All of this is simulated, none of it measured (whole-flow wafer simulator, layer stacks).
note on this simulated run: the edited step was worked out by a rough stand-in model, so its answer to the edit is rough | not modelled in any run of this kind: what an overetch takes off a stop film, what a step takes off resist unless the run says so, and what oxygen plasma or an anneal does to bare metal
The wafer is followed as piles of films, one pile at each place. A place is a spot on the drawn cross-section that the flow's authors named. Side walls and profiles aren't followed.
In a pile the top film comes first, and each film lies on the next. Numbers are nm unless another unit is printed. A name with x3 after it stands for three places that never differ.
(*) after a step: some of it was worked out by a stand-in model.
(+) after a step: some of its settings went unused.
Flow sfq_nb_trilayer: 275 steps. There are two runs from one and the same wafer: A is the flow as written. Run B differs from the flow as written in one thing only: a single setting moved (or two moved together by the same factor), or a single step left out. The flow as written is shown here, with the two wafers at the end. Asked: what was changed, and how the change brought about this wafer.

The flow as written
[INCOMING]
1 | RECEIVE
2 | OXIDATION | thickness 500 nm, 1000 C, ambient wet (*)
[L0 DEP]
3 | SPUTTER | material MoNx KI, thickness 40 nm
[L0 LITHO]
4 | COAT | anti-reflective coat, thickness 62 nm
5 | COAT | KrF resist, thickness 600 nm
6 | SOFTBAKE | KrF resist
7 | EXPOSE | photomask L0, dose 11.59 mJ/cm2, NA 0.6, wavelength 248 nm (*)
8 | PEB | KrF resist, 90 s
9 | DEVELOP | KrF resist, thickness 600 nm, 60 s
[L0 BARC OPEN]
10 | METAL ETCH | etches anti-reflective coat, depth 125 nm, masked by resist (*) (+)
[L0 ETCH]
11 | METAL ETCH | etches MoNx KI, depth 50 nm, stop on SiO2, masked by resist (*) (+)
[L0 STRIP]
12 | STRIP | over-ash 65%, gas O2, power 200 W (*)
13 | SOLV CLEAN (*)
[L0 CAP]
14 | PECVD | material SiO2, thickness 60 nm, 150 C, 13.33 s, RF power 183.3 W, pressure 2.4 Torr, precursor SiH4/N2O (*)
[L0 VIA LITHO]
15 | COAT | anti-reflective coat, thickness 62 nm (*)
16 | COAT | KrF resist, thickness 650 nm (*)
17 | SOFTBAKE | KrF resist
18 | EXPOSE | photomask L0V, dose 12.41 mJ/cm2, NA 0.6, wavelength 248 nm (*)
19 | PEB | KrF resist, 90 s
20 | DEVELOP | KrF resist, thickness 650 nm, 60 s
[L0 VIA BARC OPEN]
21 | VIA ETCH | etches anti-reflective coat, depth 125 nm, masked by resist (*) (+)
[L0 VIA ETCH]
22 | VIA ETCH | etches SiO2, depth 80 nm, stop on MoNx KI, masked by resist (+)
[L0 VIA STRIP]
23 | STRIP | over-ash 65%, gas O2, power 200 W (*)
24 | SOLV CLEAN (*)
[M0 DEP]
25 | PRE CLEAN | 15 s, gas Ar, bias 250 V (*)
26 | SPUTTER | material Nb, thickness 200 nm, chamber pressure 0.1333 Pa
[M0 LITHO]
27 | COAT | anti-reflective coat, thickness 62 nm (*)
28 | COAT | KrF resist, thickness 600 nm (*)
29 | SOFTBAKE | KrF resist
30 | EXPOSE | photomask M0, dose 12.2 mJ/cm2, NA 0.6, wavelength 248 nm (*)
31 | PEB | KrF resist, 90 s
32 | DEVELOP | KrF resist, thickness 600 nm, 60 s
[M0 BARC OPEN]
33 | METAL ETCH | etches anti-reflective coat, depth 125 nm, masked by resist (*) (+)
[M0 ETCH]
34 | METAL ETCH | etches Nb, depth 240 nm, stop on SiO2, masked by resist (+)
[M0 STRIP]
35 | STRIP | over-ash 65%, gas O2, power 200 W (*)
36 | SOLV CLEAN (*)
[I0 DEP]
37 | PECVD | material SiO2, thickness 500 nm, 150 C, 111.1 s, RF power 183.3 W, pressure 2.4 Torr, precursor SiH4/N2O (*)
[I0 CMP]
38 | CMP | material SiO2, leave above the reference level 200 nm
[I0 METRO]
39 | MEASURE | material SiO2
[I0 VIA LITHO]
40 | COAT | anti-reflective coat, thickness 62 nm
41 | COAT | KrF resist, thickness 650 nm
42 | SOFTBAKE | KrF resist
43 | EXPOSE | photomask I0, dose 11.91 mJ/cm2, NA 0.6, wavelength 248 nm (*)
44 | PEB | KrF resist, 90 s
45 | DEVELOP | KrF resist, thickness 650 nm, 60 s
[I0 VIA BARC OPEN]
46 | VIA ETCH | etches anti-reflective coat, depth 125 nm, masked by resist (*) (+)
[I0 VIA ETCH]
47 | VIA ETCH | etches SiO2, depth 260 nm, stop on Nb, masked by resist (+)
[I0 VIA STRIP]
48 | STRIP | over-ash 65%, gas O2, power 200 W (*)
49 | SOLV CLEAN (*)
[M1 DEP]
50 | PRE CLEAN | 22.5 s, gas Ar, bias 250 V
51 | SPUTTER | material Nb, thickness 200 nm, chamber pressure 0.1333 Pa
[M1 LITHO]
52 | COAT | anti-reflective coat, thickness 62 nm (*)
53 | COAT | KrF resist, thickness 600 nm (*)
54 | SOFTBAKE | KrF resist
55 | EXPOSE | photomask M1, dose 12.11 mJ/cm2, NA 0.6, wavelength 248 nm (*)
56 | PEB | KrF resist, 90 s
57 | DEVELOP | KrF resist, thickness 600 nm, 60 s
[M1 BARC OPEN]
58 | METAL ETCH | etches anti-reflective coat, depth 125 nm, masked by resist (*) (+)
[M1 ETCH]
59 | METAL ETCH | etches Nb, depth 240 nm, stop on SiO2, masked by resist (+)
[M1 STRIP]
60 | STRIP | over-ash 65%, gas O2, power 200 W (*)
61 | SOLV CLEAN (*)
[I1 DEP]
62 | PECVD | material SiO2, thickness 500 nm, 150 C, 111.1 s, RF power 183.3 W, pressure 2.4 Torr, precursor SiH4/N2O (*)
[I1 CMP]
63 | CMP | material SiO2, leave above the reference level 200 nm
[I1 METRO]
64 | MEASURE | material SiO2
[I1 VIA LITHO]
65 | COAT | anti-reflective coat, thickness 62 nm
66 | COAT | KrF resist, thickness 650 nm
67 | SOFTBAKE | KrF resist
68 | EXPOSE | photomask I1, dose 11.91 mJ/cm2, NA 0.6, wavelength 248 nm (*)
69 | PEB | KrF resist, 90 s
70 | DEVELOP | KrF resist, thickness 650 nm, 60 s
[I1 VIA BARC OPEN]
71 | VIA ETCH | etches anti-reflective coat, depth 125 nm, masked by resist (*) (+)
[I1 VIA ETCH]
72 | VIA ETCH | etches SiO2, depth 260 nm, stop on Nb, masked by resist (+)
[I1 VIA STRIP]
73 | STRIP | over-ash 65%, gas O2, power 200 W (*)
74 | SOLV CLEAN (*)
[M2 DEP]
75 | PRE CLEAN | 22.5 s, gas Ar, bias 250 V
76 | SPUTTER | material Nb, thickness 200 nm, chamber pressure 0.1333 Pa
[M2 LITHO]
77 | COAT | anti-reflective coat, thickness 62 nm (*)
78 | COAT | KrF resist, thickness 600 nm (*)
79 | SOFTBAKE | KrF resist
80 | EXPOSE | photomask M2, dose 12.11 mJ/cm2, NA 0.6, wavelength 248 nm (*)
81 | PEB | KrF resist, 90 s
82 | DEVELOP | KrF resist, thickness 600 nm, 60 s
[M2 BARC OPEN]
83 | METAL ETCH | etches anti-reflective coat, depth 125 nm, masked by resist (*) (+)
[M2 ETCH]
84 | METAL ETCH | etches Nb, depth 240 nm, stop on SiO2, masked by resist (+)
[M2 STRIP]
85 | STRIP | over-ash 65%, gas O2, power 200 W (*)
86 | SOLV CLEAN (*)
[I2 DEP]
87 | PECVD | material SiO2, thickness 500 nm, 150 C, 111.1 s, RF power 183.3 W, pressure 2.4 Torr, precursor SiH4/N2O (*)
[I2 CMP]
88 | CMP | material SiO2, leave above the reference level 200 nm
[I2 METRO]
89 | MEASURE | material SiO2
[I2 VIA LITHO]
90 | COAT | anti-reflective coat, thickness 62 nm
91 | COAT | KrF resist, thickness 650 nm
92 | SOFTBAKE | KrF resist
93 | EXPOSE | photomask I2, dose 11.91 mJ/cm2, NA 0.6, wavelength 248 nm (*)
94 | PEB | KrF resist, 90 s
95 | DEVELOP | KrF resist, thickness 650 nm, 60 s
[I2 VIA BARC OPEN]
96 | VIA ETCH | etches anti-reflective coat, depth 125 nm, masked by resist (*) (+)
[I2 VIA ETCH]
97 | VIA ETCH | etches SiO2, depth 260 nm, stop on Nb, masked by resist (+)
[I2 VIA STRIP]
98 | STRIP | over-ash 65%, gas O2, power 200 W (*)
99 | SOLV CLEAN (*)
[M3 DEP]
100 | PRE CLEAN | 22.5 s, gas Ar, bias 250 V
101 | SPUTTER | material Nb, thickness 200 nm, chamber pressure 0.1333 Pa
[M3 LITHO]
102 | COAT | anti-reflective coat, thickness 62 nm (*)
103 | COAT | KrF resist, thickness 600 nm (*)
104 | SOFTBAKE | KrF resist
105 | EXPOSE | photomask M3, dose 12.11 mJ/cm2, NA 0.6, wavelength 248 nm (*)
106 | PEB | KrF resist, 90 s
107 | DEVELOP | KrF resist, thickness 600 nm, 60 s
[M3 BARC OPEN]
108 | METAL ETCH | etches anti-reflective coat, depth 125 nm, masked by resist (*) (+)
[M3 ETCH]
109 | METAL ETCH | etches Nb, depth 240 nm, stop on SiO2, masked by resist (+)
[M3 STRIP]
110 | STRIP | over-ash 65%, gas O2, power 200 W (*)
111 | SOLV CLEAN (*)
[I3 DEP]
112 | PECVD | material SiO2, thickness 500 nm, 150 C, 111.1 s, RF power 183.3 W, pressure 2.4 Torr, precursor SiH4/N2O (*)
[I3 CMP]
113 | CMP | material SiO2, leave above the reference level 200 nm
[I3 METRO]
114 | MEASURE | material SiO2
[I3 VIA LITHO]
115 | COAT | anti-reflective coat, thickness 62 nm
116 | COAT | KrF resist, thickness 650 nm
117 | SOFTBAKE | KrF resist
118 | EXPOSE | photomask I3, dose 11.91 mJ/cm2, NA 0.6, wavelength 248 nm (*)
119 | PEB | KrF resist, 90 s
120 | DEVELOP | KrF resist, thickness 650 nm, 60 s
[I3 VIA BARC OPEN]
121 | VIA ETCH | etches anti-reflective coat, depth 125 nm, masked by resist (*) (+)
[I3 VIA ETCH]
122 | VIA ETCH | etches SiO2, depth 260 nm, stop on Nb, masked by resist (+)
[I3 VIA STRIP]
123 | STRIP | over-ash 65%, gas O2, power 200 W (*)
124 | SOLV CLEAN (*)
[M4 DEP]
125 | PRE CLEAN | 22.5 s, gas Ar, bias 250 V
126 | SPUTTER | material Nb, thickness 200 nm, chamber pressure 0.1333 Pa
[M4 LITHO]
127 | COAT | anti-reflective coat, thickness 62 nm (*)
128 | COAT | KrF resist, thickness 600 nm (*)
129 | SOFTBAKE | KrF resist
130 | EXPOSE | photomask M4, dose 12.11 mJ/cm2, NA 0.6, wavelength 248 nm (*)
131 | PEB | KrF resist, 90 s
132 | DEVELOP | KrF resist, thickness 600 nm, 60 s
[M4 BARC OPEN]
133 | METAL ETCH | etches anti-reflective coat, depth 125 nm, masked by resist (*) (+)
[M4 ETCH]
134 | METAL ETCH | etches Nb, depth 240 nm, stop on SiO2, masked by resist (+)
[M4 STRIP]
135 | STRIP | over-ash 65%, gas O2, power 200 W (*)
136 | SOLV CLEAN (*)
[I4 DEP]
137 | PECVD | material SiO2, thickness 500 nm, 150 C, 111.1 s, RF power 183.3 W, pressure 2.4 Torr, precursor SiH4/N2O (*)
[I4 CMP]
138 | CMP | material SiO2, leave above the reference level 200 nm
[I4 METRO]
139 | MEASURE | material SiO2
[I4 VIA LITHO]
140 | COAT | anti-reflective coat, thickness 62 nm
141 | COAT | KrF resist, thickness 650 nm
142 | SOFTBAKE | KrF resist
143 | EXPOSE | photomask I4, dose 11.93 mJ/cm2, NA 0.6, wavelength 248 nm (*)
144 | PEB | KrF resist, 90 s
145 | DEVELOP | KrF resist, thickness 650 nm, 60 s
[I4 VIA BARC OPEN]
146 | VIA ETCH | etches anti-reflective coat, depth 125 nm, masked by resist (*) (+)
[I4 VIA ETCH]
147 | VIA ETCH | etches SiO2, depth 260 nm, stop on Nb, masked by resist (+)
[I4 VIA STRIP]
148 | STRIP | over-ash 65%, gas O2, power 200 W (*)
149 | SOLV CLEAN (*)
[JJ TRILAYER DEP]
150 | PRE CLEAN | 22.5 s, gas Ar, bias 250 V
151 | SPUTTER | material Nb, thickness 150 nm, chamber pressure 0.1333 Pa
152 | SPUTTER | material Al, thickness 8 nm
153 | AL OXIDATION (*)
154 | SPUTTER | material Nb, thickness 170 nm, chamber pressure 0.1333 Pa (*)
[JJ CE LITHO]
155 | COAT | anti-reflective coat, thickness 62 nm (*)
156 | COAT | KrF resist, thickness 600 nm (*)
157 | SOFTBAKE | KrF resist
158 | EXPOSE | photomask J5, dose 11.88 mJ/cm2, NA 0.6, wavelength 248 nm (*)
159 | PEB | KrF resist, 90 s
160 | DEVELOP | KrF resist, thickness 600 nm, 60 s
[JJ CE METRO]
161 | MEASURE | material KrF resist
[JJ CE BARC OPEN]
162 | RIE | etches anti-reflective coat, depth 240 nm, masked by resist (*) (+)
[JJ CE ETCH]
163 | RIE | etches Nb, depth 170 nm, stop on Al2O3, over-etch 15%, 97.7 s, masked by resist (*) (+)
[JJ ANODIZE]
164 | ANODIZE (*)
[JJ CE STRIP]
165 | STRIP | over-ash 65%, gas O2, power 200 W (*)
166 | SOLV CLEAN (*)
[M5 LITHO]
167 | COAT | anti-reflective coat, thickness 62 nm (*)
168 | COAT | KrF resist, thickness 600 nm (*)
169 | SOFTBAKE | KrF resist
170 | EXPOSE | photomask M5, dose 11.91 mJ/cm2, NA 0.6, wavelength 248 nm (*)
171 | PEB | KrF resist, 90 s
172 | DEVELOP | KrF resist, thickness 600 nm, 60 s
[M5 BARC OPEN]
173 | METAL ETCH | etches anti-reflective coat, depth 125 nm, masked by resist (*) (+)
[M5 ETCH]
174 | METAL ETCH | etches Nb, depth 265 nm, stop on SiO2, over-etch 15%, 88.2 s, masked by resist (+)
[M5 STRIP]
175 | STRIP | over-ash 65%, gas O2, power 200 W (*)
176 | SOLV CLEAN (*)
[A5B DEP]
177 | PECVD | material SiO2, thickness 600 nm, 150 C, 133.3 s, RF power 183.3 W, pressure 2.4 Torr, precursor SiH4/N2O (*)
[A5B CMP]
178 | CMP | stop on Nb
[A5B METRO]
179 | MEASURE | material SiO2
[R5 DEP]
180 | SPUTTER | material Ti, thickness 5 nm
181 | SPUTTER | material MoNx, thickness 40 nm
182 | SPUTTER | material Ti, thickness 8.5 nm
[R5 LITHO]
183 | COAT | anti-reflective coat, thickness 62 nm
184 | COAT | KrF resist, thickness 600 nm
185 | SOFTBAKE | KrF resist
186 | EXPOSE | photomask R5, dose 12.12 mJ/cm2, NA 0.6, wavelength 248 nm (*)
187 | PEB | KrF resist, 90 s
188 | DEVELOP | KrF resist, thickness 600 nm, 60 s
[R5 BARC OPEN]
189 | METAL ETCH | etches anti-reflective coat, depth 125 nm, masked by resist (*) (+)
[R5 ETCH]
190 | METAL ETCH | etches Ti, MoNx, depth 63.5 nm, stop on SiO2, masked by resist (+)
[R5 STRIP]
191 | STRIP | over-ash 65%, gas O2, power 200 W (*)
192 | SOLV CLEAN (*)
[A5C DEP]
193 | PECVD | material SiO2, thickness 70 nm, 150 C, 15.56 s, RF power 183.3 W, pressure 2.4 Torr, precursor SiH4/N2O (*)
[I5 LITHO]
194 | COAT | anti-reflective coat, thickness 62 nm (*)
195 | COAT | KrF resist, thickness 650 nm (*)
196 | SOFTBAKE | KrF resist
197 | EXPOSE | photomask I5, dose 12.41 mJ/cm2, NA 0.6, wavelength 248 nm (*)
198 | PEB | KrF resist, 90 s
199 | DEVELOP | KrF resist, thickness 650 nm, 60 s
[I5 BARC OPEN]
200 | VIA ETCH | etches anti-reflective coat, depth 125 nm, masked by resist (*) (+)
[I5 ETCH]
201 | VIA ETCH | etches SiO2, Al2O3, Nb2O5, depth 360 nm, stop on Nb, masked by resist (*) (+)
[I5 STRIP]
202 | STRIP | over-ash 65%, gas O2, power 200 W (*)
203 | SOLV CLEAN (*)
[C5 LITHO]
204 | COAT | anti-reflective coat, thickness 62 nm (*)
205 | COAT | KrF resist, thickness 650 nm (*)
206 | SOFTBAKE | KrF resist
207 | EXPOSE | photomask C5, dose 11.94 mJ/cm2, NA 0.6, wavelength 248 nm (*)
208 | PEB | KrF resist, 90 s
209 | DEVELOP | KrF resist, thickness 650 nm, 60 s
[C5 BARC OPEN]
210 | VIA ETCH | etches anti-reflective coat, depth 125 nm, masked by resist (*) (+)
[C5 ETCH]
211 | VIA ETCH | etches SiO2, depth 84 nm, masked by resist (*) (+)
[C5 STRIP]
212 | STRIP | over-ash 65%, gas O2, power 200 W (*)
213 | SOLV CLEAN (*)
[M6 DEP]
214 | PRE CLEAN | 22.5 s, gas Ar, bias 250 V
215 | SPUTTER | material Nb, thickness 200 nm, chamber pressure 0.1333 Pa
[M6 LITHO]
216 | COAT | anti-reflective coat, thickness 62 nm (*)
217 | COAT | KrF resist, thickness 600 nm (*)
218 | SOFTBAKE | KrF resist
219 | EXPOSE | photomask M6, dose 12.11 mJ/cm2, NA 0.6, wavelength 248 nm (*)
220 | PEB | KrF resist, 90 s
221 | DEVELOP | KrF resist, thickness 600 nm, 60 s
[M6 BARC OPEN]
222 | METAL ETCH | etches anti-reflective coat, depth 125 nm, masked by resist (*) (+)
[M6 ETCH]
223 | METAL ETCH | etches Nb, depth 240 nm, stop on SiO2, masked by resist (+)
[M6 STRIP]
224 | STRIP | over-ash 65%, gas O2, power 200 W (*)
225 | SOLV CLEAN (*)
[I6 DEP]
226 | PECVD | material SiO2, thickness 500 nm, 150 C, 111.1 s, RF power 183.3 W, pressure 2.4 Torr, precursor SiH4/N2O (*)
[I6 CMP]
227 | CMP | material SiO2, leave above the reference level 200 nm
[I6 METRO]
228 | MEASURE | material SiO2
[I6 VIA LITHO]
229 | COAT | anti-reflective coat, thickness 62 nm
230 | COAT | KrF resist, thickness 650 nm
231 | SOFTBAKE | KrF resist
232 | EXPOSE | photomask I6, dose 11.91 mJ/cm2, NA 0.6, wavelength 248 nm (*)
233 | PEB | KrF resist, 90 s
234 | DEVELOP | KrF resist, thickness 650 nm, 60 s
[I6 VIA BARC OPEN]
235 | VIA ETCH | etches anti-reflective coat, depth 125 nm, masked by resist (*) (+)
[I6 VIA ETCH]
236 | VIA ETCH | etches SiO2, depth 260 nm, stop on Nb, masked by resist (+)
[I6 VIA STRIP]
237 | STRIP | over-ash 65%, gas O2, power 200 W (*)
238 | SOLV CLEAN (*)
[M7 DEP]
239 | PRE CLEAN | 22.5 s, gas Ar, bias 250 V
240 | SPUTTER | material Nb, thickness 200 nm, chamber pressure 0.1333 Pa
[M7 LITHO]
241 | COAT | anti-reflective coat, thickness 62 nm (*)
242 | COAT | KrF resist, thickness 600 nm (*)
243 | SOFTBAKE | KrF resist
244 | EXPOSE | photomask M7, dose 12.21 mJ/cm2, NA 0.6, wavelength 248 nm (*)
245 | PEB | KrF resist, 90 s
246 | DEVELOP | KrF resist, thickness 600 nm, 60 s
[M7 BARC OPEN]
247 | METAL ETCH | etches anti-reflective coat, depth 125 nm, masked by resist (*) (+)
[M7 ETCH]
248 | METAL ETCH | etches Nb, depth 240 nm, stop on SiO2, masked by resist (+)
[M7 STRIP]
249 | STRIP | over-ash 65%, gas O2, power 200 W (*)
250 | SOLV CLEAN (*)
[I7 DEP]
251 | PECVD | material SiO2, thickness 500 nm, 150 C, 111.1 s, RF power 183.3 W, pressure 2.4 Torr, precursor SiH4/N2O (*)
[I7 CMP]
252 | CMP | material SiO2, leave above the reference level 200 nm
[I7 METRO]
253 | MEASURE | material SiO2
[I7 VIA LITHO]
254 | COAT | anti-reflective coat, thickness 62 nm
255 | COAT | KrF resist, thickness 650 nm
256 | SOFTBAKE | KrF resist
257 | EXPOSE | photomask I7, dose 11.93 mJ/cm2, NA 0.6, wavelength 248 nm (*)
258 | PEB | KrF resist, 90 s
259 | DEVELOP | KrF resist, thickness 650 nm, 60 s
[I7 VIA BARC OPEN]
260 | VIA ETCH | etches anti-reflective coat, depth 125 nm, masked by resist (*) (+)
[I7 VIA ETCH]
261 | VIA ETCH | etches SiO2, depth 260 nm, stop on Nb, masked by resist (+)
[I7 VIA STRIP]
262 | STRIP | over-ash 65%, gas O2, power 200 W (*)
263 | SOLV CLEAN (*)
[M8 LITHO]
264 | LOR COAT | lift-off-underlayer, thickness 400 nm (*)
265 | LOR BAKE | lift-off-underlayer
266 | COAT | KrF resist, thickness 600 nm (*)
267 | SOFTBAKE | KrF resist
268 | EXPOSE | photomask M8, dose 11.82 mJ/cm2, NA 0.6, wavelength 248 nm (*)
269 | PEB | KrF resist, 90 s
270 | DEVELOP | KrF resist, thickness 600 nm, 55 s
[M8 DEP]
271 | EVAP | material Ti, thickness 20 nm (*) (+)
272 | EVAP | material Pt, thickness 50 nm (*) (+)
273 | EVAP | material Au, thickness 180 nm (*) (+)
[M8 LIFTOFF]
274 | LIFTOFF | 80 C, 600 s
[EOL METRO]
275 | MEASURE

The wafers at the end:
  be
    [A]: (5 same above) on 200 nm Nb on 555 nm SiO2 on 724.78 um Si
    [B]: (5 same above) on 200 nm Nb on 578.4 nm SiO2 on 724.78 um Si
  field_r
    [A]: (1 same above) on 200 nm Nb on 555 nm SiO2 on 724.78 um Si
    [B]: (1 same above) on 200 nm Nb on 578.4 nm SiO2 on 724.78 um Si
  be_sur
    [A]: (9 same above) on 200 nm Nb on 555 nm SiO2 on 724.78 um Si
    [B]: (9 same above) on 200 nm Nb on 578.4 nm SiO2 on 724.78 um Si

What caused this: step 14, PECVD: thickness 83.4 nm was run, while the flow as written has thickness 60 nm; step 14, PECVD: 18.53 s was run, where the flow has 13.33 s.

Step by step, how the change led to this:
  14 | PECVD | material SiO2, thickness 60 nm, 150 C, 13.33 s, RF power 183.3 W, pressure 2.4 Torr, precursor SiH4/N2O (*)
      v_sur, via_wl, via_w and 97 more: A SiO2 gains 60 | B SiO2 gains 83.4
      field_l, l0_sur, l0v, l0r_line_l, l0r_line_c, l0r_line_r: A SiO2 gains 60 (new film) | B SiO2 gains 83.4 (new film)
  22 | VIA ETCH | etches SiO2, depth 80 nm, stop on MoNx KI, masked by resist (+)
      l0v: A SiO2 loses 59.8 (all of it) | B SiO2 loses 80
  25 | PRE CLEAN | 15 s, gas Ar, bias 250 V (*)
      l0v: A MoNx KI loses 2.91 | B SiO2 loses 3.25 (all of it), MoNx KI loses 1.09
  27 | COAT | anti-reflective coat, thickness 62 nm (*)
      l0_sur: A anti-reflective coat gains 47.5 (new film) | B anti-reflective coat gains 45.9 (new film)
      l0v: A anti-reflective coat gains 78 (new film) | B anti-reflective coat gains 83.4 (new film)
  28 | COAT | KrF resist, thickness 600 nm (*)
      l0v: A KrF resist gains 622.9 (new film) | B KrF resist gains 637.5 (new film)
  35 | STRIP | over-ash 65%, gas O2, power 200 W (*)
      l0_sur: A KrF resist loses 372 (all of it), anti-reflective coat loses 47.5 (all of it) | B KrF resist loses 369.6 (all of it), anti-reflective coat loses 45.9 (all of it)
      l0v: A KrF resist loses 405.3 (all of it), anti-reflective coat loses 78 (all of it) | B KrF resist loses 419.8 (all of it), anti-reflective coat loses 83.4 (all of it)
  38 | CMP | material SiO2, leave above the reference level 200 nm
      l0v: A SiO2 loses 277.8 | B SiO2 loses 252.4
